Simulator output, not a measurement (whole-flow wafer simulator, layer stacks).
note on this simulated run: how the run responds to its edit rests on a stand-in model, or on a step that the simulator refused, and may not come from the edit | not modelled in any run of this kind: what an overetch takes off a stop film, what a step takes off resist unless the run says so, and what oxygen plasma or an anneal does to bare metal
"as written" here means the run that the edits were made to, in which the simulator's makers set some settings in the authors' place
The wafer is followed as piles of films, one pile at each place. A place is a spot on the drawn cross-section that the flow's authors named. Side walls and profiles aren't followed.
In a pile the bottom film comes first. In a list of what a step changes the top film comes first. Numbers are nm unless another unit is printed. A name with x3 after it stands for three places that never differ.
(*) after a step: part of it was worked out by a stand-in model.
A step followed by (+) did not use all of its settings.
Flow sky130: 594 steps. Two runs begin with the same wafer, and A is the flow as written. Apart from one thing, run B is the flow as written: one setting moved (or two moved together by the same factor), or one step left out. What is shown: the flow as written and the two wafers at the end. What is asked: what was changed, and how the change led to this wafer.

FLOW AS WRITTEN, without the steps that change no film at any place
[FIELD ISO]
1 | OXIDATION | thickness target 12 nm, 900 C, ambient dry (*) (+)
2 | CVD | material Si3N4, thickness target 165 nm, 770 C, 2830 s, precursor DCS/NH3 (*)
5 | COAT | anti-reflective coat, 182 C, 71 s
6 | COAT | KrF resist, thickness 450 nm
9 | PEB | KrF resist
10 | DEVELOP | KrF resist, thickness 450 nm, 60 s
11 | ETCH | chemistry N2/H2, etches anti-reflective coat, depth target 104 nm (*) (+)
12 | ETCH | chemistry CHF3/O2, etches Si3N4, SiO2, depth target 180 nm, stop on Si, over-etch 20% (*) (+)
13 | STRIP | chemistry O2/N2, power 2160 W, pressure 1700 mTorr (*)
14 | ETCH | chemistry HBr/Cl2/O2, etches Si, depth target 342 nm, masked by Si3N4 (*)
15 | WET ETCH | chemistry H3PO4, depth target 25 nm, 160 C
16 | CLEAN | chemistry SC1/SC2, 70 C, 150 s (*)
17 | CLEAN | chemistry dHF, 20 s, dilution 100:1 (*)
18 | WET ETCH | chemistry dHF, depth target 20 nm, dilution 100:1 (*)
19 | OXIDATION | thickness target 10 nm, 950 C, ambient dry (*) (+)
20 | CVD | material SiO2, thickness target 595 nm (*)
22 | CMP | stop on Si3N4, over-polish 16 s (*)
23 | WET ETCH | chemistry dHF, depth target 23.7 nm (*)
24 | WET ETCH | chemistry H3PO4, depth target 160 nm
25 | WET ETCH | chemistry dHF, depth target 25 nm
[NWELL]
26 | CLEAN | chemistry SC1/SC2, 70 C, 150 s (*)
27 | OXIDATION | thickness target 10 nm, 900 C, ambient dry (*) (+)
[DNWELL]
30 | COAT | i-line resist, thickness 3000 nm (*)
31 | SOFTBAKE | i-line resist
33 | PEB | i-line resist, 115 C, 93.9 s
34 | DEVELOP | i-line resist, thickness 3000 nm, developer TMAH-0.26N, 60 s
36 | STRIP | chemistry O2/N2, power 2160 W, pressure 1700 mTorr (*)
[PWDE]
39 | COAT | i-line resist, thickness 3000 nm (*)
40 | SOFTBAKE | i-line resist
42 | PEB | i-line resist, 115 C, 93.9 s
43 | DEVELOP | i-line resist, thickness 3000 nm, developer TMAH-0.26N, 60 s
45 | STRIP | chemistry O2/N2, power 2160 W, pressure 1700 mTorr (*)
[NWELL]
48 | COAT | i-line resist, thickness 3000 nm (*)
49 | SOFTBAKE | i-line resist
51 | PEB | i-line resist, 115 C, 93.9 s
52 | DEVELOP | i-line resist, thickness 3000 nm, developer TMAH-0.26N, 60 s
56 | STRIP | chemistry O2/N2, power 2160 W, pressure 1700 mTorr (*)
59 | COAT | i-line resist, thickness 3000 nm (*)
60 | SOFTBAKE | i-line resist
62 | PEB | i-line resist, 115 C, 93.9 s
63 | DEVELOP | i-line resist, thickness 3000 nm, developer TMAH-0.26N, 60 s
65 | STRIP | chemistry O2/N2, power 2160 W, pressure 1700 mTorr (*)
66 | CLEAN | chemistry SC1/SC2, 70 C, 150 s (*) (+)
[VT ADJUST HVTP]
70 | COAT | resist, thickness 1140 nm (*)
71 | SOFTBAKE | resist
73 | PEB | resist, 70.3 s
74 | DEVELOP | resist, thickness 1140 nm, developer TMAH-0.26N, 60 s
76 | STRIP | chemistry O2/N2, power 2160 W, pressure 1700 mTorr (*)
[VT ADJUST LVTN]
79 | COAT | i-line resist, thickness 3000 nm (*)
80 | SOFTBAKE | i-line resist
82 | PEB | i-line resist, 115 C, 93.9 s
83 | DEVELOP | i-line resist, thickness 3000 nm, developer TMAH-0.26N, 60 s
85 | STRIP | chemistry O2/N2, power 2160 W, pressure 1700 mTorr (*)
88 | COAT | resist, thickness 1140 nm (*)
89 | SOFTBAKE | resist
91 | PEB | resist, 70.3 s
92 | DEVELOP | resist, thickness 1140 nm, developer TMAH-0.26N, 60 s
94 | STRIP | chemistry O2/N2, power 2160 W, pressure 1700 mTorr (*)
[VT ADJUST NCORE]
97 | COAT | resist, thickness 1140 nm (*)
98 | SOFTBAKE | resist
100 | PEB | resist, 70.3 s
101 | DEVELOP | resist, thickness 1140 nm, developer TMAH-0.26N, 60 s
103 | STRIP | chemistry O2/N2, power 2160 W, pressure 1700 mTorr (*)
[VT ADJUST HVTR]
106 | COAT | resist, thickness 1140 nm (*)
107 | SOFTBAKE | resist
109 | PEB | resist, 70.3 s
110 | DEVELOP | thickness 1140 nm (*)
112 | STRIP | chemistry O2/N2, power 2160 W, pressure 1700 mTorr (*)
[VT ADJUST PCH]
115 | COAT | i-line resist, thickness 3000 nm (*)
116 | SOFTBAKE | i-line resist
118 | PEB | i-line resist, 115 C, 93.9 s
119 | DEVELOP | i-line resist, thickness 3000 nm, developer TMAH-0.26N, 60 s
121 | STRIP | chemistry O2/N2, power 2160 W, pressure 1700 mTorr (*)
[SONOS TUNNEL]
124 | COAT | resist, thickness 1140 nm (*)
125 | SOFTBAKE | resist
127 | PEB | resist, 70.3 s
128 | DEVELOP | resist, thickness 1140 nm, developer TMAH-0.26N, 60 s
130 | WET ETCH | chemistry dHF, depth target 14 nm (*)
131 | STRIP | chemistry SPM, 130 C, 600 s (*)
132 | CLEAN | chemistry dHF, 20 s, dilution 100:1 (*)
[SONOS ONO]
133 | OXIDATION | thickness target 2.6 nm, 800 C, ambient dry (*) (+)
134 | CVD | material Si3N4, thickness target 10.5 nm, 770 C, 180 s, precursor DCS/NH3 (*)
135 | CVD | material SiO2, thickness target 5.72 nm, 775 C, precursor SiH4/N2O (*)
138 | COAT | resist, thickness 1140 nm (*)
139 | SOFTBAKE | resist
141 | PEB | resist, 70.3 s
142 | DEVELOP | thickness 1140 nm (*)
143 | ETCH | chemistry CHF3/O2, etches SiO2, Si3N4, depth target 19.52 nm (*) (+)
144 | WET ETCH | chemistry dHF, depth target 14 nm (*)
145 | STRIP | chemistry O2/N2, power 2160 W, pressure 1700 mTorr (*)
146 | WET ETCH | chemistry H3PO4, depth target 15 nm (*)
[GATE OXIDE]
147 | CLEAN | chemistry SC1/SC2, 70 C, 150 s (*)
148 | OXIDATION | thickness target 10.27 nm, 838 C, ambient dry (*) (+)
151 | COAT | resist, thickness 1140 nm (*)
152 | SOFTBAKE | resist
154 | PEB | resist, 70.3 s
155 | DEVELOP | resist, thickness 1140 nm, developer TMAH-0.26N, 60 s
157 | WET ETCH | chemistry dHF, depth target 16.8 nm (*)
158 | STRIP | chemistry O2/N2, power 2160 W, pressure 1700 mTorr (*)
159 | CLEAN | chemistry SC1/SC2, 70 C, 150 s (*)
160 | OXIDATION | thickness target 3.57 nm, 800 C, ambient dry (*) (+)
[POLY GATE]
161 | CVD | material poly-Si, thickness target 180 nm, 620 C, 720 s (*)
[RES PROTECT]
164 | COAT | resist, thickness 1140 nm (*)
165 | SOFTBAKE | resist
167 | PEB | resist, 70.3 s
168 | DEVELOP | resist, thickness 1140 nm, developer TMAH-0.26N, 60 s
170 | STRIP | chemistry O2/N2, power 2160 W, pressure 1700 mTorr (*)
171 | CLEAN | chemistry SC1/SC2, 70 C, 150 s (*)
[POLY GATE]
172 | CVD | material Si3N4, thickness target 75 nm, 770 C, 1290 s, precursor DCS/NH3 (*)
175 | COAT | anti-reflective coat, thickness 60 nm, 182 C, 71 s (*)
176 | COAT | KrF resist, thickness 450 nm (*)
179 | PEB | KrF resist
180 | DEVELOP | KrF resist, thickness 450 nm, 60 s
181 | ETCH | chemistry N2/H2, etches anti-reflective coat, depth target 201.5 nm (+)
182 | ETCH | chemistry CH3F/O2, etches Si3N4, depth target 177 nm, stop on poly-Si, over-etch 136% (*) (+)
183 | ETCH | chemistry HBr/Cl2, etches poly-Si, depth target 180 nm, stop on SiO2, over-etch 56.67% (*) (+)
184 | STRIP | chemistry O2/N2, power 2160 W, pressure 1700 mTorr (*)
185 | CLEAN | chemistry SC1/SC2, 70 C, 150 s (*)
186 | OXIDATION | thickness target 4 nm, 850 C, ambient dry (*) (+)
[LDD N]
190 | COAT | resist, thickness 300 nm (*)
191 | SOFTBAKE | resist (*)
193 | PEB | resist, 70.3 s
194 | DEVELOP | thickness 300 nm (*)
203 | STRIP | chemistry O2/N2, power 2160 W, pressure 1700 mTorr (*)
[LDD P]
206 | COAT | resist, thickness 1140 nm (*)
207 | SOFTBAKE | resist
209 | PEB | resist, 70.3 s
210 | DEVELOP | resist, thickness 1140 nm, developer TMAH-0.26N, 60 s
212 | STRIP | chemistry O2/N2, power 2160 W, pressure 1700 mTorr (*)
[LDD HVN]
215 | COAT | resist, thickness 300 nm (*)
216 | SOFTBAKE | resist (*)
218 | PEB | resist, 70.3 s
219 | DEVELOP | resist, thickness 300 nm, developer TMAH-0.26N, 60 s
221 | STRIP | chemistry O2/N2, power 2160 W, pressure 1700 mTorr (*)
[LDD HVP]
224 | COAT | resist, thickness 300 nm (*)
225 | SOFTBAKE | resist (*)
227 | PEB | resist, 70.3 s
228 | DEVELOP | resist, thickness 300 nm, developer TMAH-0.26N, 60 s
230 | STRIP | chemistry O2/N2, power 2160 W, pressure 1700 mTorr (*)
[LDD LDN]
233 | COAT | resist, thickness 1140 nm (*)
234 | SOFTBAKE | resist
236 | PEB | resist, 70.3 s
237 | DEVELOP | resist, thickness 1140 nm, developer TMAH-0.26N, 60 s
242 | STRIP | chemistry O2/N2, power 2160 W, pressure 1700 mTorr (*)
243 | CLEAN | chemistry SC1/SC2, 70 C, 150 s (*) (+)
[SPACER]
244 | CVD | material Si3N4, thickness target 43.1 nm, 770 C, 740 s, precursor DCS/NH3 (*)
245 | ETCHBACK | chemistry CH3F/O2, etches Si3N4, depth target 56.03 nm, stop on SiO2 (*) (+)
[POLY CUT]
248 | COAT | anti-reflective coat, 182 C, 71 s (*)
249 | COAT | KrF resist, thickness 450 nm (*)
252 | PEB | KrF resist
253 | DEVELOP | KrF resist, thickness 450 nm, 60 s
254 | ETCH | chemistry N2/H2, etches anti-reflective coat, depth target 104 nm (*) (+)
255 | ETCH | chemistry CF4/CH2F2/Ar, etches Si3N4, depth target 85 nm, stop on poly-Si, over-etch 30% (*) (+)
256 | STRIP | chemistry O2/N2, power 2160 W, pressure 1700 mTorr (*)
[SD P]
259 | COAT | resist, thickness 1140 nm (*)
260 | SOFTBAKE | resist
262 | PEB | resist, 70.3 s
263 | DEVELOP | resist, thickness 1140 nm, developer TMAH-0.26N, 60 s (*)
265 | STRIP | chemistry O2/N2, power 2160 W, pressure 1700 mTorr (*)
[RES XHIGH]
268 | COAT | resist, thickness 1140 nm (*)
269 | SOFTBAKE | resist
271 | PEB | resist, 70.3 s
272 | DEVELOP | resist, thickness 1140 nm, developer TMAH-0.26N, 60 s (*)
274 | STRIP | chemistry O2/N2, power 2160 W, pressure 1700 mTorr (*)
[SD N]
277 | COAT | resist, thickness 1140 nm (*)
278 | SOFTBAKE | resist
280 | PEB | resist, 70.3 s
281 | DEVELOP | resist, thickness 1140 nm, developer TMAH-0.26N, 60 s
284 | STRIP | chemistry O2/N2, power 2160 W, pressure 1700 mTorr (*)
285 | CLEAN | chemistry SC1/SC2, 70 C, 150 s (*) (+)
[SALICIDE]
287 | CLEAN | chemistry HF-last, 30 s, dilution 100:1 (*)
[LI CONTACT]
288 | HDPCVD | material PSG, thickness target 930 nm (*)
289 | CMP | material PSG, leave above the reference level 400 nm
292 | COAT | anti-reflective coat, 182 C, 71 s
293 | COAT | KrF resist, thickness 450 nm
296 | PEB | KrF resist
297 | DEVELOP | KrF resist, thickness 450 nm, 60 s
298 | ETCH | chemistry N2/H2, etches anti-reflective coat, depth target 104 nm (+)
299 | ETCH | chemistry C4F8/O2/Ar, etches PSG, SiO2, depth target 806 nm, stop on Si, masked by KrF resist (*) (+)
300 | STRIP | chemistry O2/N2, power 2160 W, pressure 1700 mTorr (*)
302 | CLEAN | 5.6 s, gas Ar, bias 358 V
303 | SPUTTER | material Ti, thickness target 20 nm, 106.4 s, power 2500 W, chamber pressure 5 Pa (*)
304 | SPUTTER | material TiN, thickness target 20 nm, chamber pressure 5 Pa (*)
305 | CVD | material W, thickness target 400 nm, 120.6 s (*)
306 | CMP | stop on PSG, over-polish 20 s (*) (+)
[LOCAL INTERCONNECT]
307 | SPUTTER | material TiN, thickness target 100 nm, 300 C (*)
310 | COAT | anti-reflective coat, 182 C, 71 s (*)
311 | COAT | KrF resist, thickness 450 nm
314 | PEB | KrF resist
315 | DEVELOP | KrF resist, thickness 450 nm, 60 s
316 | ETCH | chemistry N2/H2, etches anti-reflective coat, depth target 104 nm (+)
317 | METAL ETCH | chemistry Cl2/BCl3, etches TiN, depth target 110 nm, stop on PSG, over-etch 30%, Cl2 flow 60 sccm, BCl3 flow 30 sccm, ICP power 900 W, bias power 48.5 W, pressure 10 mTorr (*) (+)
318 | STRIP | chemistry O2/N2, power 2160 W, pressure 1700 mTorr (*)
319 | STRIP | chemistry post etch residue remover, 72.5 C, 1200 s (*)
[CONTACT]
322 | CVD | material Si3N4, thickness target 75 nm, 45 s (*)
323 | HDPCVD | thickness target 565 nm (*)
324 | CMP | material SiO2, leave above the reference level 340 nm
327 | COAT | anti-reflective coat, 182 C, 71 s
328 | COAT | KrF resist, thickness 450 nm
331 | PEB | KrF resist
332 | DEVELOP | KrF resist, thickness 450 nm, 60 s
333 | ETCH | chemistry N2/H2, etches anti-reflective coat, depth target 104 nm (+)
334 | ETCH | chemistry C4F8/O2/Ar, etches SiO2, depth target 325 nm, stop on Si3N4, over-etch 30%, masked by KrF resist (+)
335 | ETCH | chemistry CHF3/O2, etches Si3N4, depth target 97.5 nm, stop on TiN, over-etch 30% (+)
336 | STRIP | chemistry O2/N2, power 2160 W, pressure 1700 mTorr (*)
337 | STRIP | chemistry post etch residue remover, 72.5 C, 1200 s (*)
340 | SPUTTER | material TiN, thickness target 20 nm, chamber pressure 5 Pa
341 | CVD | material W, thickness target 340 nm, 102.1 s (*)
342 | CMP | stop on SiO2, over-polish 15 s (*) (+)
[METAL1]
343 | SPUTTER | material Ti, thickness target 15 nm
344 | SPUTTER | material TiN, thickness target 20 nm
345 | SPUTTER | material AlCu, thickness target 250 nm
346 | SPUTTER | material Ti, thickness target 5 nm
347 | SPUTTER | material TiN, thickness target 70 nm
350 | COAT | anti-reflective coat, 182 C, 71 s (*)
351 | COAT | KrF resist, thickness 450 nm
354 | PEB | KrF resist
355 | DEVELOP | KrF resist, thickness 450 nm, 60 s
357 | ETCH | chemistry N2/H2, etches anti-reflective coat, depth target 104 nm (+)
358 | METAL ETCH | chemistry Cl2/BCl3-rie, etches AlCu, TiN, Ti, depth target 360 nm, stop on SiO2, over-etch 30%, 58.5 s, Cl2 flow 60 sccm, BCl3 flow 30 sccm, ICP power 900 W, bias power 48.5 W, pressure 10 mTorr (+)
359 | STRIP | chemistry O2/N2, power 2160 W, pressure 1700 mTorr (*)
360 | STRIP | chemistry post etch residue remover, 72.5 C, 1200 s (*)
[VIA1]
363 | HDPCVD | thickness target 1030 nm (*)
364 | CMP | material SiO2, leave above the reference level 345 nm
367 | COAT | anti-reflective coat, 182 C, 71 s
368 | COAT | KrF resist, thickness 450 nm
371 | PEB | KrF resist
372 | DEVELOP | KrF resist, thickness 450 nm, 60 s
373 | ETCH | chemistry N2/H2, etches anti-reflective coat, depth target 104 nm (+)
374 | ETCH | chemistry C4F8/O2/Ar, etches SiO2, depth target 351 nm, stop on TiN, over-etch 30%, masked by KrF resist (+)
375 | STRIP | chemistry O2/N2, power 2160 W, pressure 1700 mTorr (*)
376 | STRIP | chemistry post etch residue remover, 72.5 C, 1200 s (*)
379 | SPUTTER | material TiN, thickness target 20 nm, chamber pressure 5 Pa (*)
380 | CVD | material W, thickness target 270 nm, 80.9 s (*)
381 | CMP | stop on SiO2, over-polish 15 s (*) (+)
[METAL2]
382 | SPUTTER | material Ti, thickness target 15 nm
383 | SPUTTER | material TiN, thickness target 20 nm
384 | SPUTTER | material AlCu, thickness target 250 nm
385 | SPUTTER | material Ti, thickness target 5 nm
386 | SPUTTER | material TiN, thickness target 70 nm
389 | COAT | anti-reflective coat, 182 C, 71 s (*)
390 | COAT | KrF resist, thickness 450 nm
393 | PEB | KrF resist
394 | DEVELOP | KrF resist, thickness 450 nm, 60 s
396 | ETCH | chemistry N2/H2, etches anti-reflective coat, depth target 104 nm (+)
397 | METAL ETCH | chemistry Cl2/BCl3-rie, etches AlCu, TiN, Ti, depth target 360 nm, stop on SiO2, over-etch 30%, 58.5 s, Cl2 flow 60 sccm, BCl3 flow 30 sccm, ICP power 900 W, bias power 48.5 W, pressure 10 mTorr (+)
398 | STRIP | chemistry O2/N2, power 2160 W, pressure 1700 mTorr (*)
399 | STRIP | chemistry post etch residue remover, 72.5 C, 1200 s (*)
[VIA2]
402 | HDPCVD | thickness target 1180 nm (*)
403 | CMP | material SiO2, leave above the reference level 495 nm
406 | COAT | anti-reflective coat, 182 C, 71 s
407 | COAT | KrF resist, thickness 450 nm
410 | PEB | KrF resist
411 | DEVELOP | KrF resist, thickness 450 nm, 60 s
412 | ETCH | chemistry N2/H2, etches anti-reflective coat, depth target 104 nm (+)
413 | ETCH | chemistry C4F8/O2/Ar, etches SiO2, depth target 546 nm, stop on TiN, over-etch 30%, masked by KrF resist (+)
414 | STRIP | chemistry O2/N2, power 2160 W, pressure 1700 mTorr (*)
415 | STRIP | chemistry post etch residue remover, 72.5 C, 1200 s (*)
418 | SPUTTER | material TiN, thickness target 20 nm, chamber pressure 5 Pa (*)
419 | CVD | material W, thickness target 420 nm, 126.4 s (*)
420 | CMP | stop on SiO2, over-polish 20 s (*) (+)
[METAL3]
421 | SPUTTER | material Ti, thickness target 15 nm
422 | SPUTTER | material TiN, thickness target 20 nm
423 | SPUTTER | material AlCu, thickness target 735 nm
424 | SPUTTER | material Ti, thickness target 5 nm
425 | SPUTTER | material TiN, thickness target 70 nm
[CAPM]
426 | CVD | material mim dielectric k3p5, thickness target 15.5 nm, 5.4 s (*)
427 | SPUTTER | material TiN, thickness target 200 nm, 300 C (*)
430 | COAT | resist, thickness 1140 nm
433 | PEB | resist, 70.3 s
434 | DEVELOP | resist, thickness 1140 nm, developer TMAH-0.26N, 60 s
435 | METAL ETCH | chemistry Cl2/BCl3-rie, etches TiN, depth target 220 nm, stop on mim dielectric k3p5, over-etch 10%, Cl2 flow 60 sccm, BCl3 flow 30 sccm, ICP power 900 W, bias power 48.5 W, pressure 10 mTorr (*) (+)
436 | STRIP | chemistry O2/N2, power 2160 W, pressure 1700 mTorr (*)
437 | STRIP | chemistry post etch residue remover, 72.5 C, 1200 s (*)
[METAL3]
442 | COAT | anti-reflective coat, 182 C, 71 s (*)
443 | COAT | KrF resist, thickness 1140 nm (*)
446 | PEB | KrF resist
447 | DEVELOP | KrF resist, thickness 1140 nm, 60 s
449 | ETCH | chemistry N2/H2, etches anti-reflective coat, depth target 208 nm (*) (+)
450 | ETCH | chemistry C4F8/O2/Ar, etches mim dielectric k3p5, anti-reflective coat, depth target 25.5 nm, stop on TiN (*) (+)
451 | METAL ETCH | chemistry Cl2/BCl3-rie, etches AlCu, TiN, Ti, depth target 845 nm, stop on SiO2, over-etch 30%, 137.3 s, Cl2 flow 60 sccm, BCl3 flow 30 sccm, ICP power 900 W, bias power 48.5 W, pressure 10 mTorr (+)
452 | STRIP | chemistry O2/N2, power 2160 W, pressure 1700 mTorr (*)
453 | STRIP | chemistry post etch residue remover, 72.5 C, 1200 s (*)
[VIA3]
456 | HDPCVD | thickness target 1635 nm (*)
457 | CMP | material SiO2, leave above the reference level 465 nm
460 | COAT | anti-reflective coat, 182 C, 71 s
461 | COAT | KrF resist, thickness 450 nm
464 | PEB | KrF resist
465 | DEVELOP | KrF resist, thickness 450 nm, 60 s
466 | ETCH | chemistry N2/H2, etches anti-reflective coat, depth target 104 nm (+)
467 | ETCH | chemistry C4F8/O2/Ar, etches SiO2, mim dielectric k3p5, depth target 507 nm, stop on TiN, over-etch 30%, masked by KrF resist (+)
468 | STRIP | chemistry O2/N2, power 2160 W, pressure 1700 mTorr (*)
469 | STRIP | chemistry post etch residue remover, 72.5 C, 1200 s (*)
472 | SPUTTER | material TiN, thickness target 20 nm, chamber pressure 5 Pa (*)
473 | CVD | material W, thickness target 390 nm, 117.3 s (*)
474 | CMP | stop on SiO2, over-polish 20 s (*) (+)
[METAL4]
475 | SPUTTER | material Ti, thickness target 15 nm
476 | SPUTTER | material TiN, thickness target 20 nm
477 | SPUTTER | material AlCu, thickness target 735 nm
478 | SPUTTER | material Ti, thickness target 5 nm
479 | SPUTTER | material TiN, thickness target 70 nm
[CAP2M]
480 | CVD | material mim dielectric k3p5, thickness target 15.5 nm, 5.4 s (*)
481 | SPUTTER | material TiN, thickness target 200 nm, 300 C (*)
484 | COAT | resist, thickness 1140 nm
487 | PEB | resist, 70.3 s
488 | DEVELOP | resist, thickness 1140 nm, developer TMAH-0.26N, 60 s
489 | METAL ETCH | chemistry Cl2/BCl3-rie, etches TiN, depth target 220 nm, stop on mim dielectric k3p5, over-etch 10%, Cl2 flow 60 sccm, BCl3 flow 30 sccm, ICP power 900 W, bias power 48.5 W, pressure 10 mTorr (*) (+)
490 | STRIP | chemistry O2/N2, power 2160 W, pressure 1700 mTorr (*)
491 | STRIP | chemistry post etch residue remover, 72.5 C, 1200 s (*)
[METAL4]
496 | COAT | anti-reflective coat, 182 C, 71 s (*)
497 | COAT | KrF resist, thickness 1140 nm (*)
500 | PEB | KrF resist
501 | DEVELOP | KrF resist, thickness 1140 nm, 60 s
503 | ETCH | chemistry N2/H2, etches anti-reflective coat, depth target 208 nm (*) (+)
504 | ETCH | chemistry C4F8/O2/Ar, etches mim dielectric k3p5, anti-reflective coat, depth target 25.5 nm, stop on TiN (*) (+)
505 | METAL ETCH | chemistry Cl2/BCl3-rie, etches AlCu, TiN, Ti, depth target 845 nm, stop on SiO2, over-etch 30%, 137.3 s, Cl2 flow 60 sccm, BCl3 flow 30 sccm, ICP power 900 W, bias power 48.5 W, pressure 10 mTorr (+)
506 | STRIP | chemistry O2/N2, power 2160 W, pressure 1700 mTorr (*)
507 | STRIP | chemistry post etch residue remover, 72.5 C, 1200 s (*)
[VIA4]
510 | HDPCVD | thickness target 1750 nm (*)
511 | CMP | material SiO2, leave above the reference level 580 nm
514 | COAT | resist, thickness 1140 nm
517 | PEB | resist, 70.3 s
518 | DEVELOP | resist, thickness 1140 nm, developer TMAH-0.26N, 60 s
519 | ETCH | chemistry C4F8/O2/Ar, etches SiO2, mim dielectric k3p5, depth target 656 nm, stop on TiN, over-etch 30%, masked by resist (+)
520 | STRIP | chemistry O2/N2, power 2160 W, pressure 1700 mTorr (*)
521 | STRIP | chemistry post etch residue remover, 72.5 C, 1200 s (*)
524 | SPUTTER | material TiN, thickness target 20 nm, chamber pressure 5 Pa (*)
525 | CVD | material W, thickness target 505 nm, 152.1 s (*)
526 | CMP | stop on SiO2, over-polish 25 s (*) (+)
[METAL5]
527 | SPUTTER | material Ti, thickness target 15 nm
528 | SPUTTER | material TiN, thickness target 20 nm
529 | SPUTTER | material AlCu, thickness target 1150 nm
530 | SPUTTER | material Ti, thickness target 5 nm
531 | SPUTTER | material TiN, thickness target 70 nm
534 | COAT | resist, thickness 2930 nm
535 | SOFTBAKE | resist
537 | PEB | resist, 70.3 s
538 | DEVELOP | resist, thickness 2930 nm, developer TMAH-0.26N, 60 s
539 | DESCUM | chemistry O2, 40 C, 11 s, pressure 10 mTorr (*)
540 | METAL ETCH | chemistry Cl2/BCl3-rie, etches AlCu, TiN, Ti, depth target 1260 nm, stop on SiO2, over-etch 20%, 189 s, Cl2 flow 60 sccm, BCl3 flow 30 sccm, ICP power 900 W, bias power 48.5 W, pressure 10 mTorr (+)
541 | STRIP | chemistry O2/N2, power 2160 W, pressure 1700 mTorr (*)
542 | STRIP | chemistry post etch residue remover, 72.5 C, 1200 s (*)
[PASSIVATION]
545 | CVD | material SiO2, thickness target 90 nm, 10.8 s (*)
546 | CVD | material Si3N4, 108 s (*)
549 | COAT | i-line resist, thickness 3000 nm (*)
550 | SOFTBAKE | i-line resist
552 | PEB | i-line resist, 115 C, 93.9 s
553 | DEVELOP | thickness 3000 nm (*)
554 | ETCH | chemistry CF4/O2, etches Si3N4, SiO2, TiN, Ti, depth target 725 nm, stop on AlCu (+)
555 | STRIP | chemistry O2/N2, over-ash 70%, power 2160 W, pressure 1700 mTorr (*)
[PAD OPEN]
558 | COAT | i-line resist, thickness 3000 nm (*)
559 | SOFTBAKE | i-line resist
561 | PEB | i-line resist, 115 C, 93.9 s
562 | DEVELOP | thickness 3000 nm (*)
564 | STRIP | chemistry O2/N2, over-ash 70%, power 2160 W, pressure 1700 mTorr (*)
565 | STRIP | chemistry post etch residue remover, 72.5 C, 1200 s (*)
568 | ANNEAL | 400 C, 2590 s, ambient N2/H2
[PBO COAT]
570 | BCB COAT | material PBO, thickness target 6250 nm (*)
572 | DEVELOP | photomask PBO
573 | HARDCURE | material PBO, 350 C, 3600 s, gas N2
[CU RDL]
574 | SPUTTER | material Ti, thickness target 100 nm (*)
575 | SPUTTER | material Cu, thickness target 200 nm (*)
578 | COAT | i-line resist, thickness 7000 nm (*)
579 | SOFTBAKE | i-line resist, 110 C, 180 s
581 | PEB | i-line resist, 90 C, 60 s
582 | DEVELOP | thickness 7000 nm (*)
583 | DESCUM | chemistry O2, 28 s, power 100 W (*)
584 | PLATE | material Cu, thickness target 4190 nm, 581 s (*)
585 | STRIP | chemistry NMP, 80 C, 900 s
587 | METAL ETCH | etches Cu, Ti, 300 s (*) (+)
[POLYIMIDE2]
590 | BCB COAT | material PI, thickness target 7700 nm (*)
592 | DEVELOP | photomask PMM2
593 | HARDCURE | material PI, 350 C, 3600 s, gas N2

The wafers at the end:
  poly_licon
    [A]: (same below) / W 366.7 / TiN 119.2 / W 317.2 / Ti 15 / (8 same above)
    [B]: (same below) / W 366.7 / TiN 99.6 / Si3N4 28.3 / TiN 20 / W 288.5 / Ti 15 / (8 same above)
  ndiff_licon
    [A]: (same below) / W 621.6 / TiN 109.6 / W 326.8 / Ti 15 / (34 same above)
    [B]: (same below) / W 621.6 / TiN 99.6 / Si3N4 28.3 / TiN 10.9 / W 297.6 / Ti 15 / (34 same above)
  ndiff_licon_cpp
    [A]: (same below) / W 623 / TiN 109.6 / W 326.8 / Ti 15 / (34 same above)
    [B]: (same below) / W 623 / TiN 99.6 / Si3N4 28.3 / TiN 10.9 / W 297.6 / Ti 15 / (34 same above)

The reason: step 335, ETCH: depth target 46.3 nm was run, whereas the flow has depth target 97.5 nm.

The path from the change to this, step by step:
  335 | ETCH | chemistry CHF3/O2, etches Si3N4, depth target 97.5 nm, stop on TiN, over-etch 30% (+)
      poly_licon, ndiff_licon, ndiff_licon_cpp, rpo_hd_licon: A -75 Si3N4 (all of it) | B -46.3 Si3N4
      field, active, n_well and 184 more: A -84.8 KrF resist | B -40.3 KrF resist
  336 | STRIP | chemistry O2/N2, power 2160 W, pressure 1700 mTorr (*)
      field, active, n_well and 184 more: A -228 KrF resist (all of it), -80 anti-reflective coat (all of it) | B -272.6 KrF resist (all of it), -80 anti-reflective coat (all of it)
  340 | SPUTTER | material TiN, thickness target 20 nm, chamber pressure 5 Pa
      ndiff_licon, ndiff_licon_cpp, rpo_hd_licon: A +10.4 TiN | B +10.9 TiN (new film)
      poly_licon: A +20 TiN | B +20 TiN (new film)
  341 | CVD | material W, thickness target 340 nm, 102.1 s (*)
      ndiff_licon, ndiff_licon_cpp, rpo_hd_licon: A +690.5 W (new film) | B +661.3 W (new film)
  342 | CMP | stop on SiO2, over-polish 15 s (*) (+)
      poly_licon: A -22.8 W | B -51.5 W
If metal films that touch count as one body, poly_licon has 3 bodies (between them, from the top down: Si3N4 28.3; void 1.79); the flow as written gives 2 bodies (between them, from the top down: void 1.79).
If metal films that touch count as one body, ndiff_licon has 7 bodies (between them, from the top down: SiO2 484 / mim dielectric k3p5 15.5; SiO2 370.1 / mim dielectric k3p5 15.5; SiO2 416; SiO2 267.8; Si3N4 28.3; void 1.78); the flow as written gives 6 bodies (between them, from the top down: SiO2 484 / mim dielectric k3p5 15.5; SiO2 370.1 / mim dielectric k3p5 15.5; SiO2 416; SiO2 267.8; void 1.78).
If metal films that touch count as one body, ndiff_licon_cpp has 7 bodies (between them, from the top down: SiO2 484 / mim dielectric k3p5 15.5; SiO2 370.1 / mim dielectric k3p5 15.5; SiO2 416; SiO2 267.8; Si3N4 28.3; void 1.78); the flow as written gives 6 bodies (between them, from the top down: SiO2 484 / mim dielectric k3p5 15.5; SiO2 370.1 / mim dielectric k3p5 15.5; SiO2 416; SiO2 267.8; void 1.78).
